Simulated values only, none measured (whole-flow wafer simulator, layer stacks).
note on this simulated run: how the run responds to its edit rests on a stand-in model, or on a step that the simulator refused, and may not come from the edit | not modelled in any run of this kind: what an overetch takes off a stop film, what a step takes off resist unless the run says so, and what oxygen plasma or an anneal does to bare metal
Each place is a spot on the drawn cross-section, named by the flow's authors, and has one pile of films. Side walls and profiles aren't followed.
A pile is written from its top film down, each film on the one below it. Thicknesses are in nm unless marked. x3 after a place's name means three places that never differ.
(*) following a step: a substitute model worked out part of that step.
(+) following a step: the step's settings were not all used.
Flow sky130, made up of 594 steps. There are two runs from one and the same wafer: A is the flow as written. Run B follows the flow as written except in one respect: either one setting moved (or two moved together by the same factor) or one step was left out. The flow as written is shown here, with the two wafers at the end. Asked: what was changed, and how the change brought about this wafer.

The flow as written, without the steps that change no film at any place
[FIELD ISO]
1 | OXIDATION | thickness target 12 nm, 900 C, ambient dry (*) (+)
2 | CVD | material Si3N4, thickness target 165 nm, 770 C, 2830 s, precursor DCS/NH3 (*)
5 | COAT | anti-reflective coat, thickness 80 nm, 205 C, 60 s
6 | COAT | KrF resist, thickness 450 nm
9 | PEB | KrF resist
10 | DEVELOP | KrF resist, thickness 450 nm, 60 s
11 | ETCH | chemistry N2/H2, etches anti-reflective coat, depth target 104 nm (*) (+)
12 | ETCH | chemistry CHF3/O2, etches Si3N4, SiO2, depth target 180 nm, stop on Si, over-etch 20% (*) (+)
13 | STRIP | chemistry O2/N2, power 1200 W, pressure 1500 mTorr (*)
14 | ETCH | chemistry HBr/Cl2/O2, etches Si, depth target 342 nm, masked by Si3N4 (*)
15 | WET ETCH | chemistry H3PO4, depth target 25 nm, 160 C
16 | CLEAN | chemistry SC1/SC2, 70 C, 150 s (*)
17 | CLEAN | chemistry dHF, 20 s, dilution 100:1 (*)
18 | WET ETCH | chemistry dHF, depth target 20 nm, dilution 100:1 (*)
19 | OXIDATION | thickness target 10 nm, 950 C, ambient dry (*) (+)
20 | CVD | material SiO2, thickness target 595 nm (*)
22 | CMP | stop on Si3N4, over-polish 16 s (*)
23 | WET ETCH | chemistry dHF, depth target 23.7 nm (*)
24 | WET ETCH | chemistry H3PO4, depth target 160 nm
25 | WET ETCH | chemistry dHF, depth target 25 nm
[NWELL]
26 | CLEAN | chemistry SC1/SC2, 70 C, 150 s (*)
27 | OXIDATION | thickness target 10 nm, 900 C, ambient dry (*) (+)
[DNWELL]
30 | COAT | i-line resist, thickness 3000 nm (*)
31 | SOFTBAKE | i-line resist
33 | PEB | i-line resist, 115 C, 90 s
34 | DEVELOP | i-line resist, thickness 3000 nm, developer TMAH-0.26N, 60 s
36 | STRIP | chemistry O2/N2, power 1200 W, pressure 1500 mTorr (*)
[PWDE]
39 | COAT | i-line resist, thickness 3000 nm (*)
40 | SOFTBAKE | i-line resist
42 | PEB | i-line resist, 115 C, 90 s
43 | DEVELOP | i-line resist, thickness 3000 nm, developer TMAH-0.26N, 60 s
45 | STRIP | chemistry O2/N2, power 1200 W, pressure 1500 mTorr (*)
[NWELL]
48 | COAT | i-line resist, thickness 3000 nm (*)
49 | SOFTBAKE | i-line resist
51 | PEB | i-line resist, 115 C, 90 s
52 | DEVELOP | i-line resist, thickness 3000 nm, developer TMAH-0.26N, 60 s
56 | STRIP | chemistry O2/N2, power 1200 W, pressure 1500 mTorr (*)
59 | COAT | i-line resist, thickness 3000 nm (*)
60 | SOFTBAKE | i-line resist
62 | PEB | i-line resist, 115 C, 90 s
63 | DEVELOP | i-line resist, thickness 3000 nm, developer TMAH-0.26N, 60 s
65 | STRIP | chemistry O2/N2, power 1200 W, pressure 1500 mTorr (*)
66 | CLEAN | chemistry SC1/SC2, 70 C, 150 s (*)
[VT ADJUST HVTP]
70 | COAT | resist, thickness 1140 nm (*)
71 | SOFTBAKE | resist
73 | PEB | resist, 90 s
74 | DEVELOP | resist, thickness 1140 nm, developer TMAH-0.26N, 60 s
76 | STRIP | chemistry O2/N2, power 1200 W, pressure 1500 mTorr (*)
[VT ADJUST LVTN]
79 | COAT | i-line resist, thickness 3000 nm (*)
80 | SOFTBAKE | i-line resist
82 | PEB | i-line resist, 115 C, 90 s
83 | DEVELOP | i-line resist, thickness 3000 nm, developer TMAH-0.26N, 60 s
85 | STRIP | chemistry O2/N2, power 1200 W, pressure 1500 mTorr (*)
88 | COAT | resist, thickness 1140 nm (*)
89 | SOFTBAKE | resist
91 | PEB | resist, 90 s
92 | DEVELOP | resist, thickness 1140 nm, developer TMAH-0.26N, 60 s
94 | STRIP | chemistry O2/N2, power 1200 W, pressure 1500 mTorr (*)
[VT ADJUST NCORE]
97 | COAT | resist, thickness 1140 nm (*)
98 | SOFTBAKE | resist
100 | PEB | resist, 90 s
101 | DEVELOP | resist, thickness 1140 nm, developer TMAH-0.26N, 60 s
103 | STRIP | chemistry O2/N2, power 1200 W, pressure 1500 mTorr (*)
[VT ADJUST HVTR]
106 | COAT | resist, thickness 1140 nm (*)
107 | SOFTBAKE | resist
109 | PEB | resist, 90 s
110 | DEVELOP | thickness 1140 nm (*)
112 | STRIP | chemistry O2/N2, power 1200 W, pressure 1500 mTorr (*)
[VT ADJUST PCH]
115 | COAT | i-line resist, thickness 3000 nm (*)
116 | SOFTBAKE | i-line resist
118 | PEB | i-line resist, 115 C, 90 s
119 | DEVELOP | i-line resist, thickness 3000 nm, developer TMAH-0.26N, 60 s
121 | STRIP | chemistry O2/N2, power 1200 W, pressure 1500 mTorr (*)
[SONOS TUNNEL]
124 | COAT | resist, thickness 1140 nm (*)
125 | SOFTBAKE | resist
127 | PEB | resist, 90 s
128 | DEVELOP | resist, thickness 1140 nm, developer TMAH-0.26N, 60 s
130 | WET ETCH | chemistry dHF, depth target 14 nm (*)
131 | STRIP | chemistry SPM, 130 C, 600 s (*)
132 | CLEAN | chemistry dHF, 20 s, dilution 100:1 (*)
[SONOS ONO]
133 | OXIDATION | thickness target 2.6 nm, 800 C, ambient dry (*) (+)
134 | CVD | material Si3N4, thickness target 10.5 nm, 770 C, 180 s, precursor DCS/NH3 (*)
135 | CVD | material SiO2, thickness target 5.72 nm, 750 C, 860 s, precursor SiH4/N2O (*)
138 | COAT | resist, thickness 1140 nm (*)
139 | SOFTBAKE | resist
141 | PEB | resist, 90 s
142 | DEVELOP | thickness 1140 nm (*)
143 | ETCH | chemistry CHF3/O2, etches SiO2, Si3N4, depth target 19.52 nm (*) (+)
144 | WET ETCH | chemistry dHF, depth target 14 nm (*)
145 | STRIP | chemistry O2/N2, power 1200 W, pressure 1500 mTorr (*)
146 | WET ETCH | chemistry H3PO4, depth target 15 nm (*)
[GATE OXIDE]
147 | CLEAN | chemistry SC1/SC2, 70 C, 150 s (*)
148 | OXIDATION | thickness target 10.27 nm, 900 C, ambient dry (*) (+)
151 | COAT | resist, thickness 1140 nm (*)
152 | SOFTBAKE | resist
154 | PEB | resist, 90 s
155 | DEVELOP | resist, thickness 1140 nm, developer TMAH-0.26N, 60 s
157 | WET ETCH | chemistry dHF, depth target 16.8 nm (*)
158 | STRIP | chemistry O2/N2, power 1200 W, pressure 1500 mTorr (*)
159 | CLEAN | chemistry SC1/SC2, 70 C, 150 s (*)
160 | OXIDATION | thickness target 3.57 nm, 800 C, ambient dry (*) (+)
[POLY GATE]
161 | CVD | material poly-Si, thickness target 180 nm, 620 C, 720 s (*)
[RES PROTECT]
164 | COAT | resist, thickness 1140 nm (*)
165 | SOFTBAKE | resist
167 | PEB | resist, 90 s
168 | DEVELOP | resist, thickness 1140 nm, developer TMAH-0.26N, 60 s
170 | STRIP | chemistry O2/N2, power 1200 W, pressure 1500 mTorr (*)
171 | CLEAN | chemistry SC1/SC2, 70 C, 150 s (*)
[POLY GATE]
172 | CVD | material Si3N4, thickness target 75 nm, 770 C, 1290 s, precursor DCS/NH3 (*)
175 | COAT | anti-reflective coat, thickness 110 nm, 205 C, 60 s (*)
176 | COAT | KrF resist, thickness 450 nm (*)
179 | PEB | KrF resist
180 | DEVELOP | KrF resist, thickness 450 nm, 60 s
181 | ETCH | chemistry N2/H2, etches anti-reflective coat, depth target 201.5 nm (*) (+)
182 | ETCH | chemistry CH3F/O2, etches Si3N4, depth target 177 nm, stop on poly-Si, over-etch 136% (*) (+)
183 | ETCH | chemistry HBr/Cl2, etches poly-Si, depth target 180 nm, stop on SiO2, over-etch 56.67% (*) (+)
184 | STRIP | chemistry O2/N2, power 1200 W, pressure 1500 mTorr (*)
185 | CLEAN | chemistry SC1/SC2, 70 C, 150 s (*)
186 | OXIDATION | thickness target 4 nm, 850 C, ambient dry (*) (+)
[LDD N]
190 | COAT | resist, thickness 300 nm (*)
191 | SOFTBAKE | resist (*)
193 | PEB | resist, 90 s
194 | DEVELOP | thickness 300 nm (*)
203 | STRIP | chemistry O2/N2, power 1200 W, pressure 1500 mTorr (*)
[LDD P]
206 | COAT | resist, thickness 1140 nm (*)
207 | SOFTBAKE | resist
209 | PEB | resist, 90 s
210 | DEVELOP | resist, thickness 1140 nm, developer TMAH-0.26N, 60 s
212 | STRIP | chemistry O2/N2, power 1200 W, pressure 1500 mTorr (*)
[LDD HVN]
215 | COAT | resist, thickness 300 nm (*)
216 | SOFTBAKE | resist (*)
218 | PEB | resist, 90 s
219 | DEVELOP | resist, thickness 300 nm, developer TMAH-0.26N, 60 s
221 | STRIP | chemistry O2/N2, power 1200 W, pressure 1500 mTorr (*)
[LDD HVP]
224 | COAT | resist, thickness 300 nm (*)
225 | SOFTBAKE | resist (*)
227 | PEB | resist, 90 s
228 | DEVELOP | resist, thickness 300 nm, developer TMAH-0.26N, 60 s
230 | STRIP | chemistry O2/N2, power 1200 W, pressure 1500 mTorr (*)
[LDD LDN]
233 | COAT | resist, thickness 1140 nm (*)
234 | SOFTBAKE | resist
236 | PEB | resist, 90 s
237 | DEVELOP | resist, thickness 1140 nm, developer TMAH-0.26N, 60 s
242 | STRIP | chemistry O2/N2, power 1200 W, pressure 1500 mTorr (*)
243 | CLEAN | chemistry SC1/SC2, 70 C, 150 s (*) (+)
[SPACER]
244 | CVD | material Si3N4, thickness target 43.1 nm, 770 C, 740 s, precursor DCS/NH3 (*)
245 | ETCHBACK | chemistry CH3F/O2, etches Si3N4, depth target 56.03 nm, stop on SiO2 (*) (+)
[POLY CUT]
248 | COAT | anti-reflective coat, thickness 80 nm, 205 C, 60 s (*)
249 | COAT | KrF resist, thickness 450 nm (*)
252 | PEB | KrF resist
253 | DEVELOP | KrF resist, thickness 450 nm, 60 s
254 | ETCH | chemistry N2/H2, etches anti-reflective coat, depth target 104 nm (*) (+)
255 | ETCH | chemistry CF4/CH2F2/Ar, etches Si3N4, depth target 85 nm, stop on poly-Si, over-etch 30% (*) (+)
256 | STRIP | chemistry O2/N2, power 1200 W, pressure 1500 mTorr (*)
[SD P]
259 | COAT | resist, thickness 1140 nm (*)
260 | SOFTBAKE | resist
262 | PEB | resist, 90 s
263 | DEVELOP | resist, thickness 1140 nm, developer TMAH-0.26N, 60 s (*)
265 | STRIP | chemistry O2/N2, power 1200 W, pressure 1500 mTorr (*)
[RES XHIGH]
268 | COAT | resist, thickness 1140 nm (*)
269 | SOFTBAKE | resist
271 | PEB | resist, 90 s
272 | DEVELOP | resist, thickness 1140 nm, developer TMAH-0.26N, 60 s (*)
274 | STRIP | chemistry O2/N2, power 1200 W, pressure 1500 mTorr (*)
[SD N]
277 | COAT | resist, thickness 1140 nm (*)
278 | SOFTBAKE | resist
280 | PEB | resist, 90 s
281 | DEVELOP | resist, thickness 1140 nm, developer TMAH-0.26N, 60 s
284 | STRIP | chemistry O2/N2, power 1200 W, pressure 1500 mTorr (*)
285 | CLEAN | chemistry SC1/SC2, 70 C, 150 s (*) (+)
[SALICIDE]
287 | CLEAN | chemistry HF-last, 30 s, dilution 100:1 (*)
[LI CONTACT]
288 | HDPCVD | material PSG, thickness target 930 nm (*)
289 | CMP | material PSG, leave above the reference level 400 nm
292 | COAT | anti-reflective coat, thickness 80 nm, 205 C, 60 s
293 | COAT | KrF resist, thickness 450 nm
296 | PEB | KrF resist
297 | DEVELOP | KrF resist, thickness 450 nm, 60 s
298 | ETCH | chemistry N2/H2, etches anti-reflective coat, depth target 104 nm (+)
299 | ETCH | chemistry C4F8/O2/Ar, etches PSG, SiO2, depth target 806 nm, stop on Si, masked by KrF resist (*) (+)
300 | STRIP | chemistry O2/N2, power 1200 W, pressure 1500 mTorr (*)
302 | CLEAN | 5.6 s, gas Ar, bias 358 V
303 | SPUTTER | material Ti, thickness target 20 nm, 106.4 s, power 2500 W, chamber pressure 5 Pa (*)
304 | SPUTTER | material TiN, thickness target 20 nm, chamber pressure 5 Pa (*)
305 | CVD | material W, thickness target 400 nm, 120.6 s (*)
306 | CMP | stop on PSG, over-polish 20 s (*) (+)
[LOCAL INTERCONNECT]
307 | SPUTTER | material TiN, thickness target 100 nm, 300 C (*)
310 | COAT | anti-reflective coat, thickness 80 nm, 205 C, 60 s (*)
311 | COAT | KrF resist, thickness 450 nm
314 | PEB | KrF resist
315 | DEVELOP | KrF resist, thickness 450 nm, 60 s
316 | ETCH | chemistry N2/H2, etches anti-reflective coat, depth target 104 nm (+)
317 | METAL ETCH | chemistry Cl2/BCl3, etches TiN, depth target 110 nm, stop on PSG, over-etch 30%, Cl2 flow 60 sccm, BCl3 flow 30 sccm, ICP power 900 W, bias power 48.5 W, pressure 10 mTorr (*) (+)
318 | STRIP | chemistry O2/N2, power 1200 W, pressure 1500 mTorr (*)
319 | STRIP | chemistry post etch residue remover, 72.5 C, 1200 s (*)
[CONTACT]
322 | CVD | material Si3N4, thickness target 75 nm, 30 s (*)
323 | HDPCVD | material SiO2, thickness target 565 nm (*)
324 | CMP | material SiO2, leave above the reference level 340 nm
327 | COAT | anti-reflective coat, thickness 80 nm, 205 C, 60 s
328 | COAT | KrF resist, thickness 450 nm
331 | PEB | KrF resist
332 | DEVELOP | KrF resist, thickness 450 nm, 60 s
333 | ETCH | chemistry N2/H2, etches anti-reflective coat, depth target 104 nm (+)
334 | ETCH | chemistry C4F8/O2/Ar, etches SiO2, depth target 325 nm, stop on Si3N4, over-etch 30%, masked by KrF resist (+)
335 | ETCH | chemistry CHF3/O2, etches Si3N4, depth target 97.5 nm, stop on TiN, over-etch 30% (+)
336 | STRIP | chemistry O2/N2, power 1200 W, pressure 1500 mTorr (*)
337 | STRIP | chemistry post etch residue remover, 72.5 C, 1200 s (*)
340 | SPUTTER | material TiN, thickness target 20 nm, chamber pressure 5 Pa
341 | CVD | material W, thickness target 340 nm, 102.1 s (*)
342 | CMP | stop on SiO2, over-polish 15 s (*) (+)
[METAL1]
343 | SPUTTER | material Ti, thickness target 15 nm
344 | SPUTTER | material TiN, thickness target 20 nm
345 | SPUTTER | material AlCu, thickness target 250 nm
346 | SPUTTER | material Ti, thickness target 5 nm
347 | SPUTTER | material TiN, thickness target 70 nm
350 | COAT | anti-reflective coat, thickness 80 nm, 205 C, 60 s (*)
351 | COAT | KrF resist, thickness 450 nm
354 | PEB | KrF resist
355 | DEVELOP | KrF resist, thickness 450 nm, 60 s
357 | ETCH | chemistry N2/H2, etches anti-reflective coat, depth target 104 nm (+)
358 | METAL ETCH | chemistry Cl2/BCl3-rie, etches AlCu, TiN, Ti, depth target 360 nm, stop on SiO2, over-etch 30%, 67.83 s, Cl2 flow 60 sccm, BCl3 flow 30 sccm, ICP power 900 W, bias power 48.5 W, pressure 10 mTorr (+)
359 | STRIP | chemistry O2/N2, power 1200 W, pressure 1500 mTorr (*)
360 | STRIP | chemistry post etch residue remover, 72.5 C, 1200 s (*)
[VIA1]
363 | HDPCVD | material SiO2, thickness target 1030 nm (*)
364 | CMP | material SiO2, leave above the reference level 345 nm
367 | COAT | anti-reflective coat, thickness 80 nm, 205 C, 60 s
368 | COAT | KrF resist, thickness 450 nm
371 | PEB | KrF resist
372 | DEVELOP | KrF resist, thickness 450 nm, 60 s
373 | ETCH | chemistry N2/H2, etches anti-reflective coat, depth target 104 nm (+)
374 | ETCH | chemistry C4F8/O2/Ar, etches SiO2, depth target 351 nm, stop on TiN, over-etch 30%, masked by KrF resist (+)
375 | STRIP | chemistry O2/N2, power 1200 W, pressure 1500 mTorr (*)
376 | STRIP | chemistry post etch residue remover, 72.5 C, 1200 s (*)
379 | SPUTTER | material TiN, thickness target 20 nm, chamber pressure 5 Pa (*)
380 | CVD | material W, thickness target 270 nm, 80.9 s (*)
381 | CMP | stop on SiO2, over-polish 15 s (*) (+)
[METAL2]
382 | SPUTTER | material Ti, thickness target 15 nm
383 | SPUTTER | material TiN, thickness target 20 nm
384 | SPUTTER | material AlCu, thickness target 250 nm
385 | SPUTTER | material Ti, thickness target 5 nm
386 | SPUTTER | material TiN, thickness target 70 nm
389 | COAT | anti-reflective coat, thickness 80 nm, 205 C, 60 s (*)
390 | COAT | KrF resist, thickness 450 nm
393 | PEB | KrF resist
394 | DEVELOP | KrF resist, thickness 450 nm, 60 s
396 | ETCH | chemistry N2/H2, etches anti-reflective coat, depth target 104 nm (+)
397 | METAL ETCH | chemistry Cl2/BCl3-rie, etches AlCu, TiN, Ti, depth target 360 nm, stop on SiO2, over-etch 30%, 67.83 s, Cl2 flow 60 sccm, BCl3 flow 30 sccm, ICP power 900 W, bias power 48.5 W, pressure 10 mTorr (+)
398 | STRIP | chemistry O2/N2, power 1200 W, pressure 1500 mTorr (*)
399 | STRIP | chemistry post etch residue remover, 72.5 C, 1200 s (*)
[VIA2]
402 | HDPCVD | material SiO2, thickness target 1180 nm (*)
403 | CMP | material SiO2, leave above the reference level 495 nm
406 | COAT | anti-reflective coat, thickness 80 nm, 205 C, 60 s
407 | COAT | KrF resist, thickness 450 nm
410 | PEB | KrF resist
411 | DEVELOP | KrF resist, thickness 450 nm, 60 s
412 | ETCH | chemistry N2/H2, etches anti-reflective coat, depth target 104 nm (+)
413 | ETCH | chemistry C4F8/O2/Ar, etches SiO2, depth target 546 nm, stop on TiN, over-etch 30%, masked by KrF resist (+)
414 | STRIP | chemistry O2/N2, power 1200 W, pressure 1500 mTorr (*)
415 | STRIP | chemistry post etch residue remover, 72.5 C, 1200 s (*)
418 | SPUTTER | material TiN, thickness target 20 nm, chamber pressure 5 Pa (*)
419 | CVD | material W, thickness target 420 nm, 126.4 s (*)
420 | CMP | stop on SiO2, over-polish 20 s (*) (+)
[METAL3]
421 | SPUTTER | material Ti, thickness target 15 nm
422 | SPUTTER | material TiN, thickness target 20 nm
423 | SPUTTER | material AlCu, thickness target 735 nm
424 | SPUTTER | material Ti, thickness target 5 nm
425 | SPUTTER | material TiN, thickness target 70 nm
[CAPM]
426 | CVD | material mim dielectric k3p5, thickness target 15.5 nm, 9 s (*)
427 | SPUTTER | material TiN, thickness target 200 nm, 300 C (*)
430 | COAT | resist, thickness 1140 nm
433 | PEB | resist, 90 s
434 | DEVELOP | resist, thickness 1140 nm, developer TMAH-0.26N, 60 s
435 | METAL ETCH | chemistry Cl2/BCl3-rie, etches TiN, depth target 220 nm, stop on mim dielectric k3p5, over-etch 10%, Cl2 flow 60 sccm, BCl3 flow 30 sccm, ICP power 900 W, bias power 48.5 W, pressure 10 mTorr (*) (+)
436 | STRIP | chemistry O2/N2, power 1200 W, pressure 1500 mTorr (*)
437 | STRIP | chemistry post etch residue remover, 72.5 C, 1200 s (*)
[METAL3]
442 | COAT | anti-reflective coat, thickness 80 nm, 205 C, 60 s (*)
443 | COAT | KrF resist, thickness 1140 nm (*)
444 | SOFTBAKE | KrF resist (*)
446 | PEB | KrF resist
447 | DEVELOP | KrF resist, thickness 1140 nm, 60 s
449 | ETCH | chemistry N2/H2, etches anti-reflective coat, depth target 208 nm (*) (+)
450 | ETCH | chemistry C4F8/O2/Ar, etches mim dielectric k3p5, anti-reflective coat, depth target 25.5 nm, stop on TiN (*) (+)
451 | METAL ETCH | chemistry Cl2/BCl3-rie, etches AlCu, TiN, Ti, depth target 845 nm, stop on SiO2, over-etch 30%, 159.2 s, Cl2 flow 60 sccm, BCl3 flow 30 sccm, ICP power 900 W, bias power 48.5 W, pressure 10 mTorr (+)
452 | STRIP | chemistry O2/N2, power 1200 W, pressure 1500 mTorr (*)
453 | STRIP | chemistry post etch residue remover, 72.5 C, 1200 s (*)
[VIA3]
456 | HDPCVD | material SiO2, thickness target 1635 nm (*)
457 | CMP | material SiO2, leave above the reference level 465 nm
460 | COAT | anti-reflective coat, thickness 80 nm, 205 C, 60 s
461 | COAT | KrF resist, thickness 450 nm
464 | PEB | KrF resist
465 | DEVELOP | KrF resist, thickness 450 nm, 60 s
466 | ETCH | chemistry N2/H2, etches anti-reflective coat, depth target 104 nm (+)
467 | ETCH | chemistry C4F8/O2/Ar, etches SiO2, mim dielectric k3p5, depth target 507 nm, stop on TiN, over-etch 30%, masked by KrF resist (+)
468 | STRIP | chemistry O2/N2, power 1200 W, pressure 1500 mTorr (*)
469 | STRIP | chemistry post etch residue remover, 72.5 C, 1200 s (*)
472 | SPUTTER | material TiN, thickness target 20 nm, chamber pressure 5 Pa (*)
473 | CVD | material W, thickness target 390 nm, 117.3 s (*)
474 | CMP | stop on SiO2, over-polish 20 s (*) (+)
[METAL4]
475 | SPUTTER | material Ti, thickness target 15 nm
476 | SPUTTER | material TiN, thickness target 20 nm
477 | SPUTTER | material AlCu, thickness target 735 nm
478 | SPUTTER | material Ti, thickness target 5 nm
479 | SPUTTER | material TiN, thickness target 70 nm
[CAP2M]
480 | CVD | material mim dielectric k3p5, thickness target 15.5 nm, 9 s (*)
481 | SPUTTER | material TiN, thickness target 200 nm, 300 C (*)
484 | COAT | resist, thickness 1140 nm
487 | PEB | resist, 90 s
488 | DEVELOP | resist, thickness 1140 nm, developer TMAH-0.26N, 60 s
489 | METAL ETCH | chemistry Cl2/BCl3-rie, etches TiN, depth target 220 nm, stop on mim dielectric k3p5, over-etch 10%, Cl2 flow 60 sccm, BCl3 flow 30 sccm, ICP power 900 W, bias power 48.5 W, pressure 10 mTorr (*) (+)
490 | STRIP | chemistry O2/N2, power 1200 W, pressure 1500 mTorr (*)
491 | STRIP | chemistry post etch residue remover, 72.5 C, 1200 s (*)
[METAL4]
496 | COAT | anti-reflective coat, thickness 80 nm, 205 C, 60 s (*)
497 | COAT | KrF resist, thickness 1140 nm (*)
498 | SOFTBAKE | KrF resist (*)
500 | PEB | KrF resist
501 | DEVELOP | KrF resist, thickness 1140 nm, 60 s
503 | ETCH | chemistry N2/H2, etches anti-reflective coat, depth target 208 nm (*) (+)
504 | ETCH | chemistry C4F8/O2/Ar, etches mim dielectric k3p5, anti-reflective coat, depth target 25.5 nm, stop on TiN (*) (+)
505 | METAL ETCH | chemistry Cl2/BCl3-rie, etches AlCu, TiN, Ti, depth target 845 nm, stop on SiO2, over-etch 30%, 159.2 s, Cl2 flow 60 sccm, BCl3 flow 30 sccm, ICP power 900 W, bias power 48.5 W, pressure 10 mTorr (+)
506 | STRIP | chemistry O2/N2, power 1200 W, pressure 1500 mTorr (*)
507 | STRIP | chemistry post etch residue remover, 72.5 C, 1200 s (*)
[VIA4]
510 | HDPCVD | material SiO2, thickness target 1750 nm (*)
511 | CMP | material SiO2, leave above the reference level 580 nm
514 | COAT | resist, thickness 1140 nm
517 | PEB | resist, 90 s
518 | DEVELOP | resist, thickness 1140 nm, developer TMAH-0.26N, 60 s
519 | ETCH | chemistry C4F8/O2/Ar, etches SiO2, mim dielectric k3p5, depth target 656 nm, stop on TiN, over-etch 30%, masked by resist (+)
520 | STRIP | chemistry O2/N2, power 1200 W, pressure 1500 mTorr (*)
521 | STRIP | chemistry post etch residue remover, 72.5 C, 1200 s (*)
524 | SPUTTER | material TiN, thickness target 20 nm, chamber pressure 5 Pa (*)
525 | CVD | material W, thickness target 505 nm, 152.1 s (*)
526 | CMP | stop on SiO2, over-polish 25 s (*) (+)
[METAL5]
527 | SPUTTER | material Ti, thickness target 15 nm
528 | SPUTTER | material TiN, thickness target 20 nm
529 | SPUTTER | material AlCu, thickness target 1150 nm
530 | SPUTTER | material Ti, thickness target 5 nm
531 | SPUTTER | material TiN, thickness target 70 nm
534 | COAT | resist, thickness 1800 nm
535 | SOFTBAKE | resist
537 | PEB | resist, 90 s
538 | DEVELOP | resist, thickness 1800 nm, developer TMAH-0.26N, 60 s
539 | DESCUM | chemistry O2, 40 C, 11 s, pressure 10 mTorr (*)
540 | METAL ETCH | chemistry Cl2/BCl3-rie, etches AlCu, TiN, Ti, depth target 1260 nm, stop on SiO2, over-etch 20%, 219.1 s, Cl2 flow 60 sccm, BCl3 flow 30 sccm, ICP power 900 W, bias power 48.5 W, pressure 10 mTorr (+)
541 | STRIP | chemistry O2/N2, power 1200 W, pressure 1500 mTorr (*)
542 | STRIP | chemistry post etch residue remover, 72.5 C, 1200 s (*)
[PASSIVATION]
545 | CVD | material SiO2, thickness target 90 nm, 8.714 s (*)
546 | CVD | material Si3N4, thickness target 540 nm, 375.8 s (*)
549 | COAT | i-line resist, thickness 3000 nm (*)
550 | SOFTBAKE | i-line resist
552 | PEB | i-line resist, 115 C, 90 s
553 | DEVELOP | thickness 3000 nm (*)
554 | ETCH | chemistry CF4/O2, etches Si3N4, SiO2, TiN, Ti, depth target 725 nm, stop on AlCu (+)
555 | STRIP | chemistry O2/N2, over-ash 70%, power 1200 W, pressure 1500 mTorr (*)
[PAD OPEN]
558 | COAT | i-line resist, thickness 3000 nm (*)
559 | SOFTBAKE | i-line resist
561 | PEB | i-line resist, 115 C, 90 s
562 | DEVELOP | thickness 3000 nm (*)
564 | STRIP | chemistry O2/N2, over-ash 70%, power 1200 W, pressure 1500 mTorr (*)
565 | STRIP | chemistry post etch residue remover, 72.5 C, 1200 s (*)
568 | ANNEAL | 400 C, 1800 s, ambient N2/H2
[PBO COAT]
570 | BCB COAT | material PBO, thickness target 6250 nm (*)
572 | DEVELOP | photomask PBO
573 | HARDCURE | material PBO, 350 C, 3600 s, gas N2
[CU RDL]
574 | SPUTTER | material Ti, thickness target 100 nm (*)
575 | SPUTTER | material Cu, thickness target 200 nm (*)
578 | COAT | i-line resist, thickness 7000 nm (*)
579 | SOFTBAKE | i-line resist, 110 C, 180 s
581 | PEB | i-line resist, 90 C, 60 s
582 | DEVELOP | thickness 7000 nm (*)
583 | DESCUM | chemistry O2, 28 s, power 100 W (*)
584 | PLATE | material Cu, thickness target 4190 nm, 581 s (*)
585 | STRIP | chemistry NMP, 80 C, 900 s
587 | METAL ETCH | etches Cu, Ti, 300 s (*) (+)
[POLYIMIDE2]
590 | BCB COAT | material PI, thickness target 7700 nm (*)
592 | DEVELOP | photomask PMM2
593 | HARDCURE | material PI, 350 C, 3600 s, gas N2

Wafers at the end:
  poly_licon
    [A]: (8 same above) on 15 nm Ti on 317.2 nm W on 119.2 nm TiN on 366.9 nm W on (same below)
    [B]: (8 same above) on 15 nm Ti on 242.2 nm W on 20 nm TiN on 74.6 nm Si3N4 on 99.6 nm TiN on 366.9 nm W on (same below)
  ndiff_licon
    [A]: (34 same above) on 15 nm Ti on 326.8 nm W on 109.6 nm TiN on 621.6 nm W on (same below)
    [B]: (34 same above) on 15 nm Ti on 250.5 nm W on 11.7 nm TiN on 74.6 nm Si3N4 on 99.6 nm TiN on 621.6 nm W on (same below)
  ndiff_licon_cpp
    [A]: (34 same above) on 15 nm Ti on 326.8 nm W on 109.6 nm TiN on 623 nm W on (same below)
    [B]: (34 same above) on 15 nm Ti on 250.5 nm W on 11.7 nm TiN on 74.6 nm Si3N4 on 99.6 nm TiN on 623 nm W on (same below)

What caused this: step 335, ETCH: chemistry CHF3/O2, etches Si3N4, depth target 97.5 nm, stop on TiN, over-etch 30% (+), was not run.

The path from the change to this, step by step:
  336 | STRIP | chemistry O2/N2, power 1200 W, pressure 1500 mTorr (*)
      field, active, n_well and 184 more: A KrF resist loses 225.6 (all of it), anti-reflective coat loses 80 (all of it) | B KrF resist loses 310.4 (all of it), anti-reflective coat loses 80 (all of it)
  340 | SPUTTER | material TiN, thickness target 20 nm, chamber pressure 5 Pa
      ndiff_licon, ndiff_licon_cpp, rpo_hd_licon: A TiN gains 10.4 | B TiN gains 11.7 (new film)
      poly_licon: A TiN gains 20 | B TiN gains 20 (new film)
  341 | CVD | material W, thickness target 340 nm, 102.1 s (*)
      ndiff_licon, ndiff_licon_cpp, rpo_hd_licon: A W gains 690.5 (new film) | B W gains 614.2 (new film)
  342 | CMP | stop on SiO2, over-polish 15 s (*) (+)
      poly_licon: A W loses 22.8 | B W loses 97.8
If metal films that touch count as one body, poly_licon has 3 bodies (between them, from the top down: Si3N4 74.6; void 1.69); the flow as written gives 2 bodies (between them, from the top down: void 1.69).
If metal films that touch count as one body, ndiff_licon has 7 bodies (between them, from the top down: SiO2 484 / mim dielectric k3p5 15.5; SiO2 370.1 / mim dielectric k3p5 15.5; SiO2 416; SiO2 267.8; Si3N4 74.6; void 1.67); the flow as written gives 6 bodies (between them, from the top down: SiO2 484 / mim dielectric k3p5 15.5; SiO2 370.1 / mim dielectric k3p5 15.5; SiO2 416; SiO2 267.8; void 1.67).
If metal films that touch count as one body, ndiff_licon_cpp has 7 bodies (between them, from the top down: SiO2 484 / mim dielectric k3p5 15.5; SiO2 370.1 / mim dielectric k3p5 15.5; SiO2 416; SiO2 267.8; Si3N4 74.6; void 1.67); the flow as written gives 6 bodies (between them, from the top down: SiO2 484 / mim dielectric k3p5 15.5; SiO2 370.1 / mim dielectric k3p5 15.5; SiO2 416; SiO2 267.8; void 1.67).
